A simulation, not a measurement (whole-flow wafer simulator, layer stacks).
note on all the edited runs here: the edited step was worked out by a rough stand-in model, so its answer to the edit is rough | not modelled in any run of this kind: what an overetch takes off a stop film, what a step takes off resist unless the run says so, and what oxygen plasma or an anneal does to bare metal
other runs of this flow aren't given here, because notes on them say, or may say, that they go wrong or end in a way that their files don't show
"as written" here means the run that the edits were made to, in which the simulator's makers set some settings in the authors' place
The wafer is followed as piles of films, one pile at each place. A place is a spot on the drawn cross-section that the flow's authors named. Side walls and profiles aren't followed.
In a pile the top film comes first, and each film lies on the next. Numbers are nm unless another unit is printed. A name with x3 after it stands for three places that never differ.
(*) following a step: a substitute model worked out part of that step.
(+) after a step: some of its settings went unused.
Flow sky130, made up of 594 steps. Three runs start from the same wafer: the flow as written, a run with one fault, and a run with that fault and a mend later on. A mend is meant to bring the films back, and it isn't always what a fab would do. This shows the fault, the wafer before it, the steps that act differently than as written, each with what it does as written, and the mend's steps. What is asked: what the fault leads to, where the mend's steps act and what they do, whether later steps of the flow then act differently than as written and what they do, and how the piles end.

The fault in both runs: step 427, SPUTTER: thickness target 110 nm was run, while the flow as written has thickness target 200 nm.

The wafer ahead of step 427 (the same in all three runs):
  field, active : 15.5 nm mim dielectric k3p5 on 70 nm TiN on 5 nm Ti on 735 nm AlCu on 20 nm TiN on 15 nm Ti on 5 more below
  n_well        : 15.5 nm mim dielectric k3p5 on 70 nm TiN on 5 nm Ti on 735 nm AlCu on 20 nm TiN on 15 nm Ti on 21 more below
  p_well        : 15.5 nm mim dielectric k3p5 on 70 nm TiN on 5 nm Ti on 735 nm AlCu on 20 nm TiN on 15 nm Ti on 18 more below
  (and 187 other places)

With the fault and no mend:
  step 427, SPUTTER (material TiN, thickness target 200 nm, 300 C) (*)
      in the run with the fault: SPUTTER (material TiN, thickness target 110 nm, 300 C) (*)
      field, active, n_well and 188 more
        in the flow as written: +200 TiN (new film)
        in the run with the fault: +110 TiN (new film)
  Steps later in the flow that act otherwise than as written (2 other steps are not shown; they differ only slightly, by no more than 2% or 0.5 nm, whichever is larger):
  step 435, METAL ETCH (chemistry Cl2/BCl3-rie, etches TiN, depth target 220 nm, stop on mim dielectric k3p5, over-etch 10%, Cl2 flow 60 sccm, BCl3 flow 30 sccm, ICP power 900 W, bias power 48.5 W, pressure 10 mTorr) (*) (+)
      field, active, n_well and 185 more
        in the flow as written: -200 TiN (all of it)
        in the run with the fault: -110 TiN (all of it)
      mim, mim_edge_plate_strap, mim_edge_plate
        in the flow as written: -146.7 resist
        in the run with the fault: -80.7 resist
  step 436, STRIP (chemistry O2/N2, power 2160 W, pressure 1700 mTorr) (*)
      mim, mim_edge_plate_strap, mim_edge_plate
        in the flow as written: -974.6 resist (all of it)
        in the run with the fault: -1040.6 resist (all of it)
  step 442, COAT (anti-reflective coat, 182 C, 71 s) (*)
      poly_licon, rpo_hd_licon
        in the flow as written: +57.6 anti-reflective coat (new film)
        in the run with the fault: +79.9 anti-reflective coat (new film)
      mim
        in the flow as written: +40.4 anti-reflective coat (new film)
        in the run with the fault: +30.6 anti-reflective coat (new film)
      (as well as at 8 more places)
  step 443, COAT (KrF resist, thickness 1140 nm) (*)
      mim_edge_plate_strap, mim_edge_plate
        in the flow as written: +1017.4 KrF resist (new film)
        in the run with the fault: +1107.4 KrF resist (new film)
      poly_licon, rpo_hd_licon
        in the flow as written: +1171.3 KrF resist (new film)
        in the run with the fault: +1146.5 KrF resist (new film)
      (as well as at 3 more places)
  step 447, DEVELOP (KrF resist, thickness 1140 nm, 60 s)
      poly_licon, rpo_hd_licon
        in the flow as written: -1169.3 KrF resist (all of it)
        in the run with the fault: -1144.5 KrF resist (all of it)
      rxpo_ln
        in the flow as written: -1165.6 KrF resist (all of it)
        in the run with the fault: -1139 KrF resist (all of it)
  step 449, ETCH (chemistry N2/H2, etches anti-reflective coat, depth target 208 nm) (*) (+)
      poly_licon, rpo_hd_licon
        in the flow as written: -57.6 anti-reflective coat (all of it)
        in the run with the fault: -79.9 anti-reflective coat (all of it)
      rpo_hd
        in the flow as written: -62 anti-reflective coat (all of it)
        in the run with the fault: -76.6 anti-reflective coat (all of it)
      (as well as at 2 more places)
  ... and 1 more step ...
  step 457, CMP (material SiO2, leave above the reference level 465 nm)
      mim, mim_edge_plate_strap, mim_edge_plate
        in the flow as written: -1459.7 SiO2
        in the run with the fault: -1369.7 SiO2
  By the end, the piles at mim, mim_edge_plate_strap, mim_edge_plate depart from the flow's by more than 2% or 0.5 nm, whichever is larger.
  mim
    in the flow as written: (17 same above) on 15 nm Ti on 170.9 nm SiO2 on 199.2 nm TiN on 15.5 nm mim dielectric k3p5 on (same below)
    in the run with the fault: (17 same above) on 15 nm Ti on 260.9 nm SiO2 on 109.2 nm TiN on 15.5 nm mim dielectric k3p5 on (same below)
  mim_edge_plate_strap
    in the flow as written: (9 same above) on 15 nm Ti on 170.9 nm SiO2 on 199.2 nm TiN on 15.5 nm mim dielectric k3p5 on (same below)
    in the run with the fault: (9 same above) on 15 nm Ti on 260.9 nm SiO2 on 109.2 nm TiN on 15.5 nm mim dielectric k3p5 on (same below)
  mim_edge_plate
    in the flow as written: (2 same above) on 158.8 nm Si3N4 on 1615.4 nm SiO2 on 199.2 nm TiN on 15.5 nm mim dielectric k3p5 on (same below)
    in the run with the fault: (2 same above) on 158.8 nm Si3N4 on 1705.4 nm SiO2 on 109.2 nm TiN on 15.5 nm mim dielectric k3p5 on (same below)

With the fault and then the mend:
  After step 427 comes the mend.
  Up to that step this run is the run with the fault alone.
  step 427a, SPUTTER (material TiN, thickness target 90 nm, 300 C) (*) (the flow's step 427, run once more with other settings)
      field, active, n_well and 188 more
        +90 TiN
  None of the later steps of the flow acts differently than as written at any place that is followed.
  The piles end the same as the flow's at every place that both follow.
